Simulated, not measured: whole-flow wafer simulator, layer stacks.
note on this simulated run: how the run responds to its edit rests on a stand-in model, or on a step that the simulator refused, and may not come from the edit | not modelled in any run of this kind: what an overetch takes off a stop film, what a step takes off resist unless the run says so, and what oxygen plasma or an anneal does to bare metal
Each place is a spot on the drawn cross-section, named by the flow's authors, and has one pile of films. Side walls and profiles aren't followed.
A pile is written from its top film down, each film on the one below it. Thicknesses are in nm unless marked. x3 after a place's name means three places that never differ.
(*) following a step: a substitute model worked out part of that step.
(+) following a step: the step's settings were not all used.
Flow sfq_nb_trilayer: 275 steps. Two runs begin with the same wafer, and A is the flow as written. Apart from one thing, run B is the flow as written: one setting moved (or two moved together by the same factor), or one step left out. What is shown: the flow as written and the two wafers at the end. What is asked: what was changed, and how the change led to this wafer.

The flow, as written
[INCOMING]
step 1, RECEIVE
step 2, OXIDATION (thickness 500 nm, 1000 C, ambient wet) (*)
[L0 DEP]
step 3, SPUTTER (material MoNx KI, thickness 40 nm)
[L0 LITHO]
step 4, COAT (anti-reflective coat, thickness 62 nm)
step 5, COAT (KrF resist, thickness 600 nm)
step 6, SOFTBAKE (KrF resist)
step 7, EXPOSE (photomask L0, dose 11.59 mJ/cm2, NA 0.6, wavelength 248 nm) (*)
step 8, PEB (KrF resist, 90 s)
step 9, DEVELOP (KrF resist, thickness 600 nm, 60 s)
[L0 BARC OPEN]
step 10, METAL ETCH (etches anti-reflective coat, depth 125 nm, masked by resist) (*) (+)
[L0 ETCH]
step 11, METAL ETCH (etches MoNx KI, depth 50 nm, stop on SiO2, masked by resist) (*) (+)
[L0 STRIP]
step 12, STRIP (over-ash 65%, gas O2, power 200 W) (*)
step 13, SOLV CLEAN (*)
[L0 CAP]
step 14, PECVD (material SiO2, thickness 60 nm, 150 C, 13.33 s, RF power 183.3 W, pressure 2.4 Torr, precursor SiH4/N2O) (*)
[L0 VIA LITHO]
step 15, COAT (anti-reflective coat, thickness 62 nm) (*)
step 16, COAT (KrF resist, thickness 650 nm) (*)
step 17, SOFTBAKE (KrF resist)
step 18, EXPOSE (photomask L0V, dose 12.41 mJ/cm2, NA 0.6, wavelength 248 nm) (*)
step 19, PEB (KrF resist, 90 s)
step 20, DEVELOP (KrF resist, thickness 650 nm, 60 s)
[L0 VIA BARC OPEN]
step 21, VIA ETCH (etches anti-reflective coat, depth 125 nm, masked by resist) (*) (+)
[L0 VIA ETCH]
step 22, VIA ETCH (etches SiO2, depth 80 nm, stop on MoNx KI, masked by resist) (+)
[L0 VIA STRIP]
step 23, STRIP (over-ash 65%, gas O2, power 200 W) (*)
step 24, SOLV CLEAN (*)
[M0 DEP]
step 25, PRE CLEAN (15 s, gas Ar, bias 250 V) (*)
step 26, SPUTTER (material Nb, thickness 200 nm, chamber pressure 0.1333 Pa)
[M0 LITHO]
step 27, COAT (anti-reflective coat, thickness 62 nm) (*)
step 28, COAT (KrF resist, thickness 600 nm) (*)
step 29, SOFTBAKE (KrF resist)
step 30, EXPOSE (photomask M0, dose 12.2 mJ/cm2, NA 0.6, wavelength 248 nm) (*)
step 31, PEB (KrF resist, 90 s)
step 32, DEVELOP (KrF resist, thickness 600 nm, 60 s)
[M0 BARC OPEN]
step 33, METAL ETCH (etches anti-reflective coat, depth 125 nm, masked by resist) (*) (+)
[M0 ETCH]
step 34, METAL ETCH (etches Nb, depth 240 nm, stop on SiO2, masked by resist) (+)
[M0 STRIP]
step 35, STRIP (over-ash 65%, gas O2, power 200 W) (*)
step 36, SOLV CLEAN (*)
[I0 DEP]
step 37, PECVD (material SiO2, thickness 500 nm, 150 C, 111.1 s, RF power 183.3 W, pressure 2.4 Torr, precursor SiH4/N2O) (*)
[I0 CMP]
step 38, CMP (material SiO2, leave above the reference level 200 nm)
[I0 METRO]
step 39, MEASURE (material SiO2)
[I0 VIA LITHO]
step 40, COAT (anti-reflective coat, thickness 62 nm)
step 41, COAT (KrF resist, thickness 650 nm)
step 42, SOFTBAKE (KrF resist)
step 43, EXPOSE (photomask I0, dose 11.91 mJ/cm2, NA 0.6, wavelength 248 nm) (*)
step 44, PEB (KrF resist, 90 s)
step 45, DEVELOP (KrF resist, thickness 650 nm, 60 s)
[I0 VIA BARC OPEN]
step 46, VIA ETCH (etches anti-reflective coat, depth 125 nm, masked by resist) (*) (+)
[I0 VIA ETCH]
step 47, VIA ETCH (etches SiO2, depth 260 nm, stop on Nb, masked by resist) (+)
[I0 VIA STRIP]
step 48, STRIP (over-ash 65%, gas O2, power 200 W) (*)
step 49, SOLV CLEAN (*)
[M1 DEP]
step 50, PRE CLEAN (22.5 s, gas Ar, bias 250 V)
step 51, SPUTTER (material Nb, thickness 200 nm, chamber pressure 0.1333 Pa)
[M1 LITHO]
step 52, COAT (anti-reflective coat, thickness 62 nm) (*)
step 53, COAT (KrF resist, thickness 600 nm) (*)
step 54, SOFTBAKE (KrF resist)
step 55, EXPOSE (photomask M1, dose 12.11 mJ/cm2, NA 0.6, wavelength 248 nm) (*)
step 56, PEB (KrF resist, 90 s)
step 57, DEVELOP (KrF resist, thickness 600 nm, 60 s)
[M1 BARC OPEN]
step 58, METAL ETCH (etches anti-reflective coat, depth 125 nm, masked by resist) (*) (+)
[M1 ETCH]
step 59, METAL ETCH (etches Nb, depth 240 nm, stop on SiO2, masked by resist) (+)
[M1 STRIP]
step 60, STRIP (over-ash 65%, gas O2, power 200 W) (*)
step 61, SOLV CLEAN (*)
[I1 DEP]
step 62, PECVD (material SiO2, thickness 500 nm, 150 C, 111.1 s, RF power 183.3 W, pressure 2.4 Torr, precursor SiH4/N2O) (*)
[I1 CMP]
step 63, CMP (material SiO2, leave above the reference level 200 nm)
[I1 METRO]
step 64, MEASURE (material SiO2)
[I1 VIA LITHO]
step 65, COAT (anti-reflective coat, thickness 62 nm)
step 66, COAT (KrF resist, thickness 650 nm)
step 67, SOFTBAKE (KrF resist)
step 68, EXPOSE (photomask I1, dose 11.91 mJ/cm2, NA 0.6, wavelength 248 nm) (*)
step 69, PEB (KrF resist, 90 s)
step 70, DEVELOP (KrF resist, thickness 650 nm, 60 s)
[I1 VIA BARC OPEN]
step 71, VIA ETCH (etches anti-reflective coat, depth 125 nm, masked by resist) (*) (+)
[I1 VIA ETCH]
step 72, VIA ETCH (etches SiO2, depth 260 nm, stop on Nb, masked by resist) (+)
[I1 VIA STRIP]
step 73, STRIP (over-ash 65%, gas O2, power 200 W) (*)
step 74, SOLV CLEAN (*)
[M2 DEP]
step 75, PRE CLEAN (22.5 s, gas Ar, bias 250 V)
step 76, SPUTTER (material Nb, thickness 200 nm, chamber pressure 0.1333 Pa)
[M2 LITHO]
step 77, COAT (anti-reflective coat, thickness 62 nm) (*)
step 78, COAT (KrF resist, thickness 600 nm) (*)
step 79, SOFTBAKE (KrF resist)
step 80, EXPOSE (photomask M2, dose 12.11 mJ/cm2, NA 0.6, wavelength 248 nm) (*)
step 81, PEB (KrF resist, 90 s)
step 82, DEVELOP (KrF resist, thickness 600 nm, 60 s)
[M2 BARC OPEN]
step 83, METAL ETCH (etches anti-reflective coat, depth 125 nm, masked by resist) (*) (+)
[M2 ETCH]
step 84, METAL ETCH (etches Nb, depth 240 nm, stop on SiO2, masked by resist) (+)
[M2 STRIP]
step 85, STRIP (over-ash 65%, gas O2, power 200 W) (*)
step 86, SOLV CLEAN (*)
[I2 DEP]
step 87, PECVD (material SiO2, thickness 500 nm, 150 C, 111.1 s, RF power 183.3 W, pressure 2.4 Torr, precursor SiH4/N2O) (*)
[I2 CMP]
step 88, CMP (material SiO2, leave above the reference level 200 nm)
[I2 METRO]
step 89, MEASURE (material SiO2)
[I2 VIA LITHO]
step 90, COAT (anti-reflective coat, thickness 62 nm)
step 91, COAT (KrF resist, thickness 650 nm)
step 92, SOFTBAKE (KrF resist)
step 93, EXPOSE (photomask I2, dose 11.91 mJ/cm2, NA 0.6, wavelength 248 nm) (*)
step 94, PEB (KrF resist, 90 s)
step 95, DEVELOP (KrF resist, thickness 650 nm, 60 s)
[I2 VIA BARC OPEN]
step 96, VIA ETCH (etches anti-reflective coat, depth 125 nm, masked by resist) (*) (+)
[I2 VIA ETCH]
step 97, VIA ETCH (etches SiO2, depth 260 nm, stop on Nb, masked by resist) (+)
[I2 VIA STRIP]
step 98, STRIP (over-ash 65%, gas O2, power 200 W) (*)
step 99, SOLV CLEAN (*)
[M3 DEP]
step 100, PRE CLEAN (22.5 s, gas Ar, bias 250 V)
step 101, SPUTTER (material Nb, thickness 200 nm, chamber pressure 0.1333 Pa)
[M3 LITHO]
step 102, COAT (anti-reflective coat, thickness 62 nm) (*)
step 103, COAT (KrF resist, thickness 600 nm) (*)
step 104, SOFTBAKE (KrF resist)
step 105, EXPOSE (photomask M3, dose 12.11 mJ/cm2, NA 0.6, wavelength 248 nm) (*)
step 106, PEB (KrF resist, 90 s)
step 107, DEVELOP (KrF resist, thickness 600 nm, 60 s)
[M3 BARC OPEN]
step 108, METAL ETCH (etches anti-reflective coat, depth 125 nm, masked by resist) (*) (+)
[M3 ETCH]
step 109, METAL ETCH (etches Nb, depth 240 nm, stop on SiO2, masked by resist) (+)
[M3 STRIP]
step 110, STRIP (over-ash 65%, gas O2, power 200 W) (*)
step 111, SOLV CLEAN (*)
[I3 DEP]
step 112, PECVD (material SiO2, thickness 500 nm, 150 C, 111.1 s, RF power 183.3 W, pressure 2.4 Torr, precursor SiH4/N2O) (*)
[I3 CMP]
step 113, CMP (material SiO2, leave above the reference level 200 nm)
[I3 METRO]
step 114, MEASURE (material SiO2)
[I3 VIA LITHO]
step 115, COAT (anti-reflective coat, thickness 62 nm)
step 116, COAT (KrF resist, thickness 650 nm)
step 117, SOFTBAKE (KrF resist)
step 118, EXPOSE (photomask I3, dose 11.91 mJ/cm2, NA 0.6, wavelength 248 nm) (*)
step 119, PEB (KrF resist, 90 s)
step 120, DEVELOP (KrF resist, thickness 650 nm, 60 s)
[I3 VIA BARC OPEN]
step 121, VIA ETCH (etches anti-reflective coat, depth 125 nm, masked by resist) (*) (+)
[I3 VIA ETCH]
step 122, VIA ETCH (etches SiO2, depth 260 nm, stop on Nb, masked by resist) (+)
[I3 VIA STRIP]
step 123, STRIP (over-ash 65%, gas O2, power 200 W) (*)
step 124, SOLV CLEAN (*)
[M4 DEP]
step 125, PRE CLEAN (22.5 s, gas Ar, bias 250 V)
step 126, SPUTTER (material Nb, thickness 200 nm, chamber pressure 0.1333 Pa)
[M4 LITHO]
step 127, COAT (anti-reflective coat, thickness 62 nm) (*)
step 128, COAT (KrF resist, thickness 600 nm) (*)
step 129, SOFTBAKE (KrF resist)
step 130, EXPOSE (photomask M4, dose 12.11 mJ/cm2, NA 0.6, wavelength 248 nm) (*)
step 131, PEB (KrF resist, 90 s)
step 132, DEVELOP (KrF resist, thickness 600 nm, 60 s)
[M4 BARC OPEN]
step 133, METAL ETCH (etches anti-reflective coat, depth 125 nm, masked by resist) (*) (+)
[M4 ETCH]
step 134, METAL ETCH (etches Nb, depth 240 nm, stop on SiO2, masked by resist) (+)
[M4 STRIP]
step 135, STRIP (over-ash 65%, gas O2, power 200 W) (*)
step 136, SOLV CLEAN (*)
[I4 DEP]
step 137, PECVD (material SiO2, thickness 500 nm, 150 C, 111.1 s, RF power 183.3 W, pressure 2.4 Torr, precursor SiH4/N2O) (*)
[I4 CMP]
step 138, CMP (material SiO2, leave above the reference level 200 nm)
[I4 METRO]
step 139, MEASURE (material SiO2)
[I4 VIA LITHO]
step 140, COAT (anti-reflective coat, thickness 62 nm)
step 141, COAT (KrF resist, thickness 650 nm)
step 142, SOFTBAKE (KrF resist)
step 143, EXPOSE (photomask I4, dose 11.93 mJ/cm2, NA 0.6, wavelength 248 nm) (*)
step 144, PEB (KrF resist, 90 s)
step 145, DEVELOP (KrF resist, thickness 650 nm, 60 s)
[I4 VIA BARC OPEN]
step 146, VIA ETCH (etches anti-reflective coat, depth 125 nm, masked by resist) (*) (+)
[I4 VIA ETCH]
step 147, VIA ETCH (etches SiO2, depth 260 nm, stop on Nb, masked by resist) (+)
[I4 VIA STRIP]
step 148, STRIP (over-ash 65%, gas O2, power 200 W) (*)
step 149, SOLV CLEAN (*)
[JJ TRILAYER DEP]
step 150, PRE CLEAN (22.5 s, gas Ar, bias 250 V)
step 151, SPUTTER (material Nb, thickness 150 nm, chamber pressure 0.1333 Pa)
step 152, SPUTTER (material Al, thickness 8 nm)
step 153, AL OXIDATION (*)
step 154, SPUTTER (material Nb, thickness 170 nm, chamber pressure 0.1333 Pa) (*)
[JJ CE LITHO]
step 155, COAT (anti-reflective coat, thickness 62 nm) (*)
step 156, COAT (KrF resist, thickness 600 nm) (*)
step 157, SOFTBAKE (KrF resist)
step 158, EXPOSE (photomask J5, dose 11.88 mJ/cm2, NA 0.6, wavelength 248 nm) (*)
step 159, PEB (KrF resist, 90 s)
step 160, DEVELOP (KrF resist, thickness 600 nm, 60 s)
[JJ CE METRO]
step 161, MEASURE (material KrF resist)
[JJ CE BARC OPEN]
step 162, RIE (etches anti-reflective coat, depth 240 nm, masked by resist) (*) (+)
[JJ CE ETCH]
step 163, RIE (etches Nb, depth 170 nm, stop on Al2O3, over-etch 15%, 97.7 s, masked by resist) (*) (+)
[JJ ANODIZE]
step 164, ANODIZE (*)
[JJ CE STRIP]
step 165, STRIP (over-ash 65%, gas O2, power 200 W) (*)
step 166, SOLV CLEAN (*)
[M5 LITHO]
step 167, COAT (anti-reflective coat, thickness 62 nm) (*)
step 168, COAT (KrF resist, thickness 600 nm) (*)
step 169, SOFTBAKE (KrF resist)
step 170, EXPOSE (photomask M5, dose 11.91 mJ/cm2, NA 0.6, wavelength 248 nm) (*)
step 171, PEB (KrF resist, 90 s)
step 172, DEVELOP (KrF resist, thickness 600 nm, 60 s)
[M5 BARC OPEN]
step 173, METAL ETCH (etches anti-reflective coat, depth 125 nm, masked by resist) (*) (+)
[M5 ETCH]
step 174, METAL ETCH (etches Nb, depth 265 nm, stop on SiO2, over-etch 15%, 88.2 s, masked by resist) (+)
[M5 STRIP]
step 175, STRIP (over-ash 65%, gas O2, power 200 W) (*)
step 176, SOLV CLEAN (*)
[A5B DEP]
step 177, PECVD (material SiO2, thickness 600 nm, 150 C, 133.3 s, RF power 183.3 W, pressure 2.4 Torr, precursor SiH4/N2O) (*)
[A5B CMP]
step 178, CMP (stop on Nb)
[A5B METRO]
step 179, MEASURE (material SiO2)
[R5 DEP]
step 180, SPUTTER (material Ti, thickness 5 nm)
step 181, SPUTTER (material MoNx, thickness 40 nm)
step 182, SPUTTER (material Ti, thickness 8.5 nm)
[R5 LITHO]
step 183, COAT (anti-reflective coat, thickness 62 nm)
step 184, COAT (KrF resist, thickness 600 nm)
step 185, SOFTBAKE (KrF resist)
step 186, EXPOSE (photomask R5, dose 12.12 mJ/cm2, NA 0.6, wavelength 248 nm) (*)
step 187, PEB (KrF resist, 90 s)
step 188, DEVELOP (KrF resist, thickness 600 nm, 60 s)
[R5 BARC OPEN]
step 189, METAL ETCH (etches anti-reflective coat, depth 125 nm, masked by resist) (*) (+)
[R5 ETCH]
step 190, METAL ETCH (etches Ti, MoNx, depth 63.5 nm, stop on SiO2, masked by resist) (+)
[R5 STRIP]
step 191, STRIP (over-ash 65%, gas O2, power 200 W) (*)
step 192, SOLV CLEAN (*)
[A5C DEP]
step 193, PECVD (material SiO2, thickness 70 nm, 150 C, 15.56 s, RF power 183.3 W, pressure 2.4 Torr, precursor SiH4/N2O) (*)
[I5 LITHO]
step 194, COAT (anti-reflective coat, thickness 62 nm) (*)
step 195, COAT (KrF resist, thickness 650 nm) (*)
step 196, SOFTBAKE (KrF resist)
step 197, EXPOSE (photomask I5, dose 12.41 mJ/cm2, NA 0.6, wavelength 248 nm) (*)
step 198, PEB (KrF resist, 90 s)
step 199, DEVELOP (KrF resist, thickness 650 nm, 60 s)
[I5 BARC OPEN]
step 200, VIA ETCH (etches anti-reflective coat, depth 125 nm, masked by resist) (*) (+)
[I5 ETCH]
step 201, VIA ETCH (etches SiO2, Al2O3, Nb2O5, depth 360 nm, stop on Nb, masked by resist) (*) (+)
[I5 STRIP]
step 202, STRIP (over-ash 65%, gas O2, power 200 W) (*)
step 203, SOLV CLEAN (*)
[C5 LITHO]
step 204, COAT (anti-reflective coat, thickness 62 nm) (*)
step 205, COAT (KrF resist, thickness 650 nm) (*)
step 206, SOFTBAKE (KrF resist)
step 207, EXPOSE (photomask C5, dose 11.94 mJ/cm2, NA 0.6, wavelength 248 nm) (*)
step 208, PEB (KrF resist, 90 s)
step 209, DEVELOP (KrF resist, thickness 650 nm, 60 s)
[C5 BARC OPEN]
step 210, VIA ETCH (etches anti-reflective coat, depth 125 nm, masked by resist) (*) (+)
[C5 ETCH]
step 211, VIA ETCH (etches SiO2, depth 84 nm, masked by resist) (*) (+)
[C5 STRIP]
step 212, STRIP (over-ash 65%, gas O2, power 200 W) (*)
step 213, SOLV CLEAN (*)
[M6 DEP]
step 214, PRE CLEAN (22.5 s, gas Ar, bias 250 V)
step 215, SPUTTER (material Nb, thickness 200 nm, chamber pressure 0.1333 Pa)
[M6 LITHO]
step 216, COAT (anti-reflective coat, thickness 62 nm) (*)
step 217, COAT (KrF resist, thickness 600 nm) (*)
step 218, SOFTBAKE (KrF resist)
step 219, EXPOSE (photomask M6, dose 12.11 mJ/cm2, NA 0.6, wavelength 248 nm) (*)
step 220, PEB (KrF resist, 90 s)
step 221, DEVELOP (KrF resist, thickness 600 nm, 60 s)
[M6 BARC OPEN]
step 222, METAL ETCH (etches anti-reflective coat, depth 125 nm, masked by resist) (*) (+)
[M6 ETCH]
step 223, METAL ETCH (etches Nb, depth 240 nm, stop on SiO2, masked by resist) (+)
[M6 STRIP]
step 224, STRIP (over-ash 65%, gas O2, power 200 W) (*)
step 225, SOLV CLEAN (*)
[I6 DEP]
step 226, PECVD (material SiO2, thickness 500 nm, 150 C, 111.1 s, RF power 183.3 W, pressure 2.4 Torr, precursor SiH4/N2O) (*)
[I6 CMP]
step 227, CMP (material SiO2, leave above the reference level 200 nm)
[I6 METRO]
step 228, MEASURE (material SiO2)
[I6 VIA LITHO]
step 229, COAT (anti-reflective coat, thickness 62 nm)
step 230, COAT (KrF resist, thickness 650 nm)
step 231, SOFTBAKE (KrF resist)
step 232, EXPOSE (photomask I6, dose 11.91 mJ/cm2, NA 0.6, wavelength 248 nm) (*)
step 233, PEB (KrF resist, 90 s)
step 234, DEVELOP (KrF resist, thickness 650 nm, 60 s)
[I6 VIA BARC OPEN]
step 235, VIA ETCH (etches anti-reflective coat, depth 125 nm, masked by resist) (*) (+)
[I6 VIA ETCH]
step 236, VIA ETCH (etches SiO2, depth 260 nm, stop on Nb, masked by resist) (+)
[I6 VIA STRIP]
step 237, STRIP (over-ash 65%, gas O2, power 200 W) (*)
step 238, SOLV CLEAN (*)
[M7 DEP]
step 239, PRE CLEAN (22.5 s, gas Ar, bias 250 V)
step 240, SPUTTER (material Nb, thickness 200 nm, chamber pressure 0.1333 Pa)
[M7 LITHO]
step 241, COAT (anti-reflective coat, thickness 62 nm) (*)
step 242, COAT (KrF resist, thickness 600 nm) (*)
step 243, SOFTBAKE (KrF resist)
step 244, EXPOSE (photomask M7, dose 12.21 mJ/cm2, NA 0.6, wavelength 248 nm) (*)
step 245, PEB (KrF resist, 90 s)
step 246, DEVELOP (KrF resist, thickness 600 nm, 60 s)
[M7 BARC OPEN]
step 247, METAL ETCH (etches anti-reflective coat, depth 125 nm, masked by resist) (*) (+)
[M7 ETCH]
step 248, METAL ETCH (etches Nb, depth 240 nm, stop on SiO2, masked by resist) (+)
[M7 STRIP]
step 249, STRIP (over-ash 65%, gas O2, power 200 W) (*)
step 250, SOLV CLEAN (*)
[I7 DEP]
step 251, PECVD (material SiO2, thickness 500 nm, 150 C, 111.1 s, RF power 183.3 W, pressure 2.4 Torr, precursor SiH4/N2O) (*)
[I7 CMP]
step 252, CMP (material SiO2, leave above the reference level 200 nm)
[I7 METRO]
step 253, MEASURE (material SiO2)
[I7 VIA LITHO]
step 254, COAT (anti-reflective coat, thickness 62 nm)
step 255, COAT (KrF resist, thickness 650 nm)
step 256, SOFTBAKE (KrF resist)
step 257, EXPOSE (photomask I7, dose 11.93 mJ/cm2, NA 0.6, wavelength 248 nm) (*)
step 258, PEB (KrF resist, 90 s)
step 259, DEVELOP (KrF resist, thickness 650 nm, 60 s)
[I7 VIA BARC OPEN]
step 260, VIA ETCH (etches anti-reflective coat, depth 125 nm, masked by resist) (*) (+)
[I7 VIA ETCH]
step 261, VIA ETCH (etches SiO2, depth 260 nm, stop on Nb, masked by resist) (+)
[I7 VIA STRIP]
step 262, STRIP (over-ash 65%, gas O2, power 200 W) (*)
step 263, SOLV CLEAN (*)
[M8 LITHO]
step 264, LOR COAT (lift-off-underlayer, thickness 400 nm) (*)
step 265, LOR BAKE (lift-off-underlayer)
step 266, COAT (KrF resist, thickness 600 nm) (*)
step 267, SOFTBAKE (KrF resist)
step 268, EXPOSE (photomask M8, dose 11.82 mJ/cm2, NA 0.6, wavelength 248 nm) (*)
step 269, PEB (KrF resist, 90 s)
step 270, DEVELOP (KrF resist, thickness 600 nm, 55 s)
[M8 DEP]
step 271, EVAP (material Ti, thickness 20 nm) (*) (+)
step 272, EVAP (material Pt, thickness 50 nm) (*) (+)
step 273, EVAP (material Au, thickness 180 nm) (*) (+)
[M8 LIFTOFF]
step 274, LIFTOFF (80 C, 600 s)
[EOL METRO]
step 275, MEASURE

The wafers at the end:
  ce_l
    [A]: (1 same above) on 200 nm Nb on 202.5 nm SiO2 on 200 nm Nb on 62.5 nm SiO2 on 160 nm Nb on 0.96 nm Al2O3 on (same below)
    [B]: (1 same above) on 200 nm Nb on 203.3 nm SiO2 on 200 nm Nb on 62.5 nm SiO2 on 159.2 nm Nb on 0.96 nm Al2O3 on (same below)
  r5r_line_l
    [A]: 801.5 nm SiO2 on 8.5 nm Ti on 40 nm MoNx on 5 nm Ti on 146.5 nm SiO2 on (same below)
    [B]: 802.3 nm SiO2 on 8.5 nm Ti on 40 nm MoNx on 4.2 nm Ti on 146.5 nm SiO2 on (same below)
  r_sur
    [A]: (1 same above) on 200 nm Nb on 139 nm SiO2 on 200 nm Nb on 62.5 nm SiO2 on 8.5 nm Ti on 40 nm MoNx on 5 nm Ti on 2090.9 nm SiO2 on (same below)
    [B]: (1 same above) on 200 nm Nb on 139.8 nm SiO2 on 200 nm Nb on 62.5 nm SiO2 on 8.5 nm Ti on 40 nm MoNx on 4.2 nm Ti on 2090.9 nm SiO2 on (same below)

The reason: step 180, SPUTTER: thickness 4.2 nm was run, whereas the flow has thickness 5 nm.
The wafer itself shows it: r5r_line_l has Ti 4.2, and step 180 as written asks for 5 nm.

How this came from the change, step by step:
  step 180, SPUTTER (material Ti, thickness 5 nm)
      field_l, v_sur, via_wl and 103 more: A Ti gains 5 (new film) | B Ti gains 4.2 (new film)
  step 190, METAL ETCH (etches Ti, MoNx, depth 63.5 nm, stop on SiO2, masked by resist) (+)
      field_l, v_sur, via_wl and 92 more: A Ti loses 8.5 (all of it), MoNx loses 40 (all of it), Ti loses 5 (all of it) | B Ti loses 8.5 (all of it), MoNx loses 40 (all of it), Ti loses 4.2 (all of it)
      ce_l, c5j, ce_r, wl_jj: A Ti loses 8.5 (all of it), MoNx loses 40 (all of it), Ti loses 5 (all of it), Nb loses 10 | B Ti loses 8.5 (all of it), MoNx loses 40 (all of it), Ti loses 4.2 (all of it), Nb loses 10.8
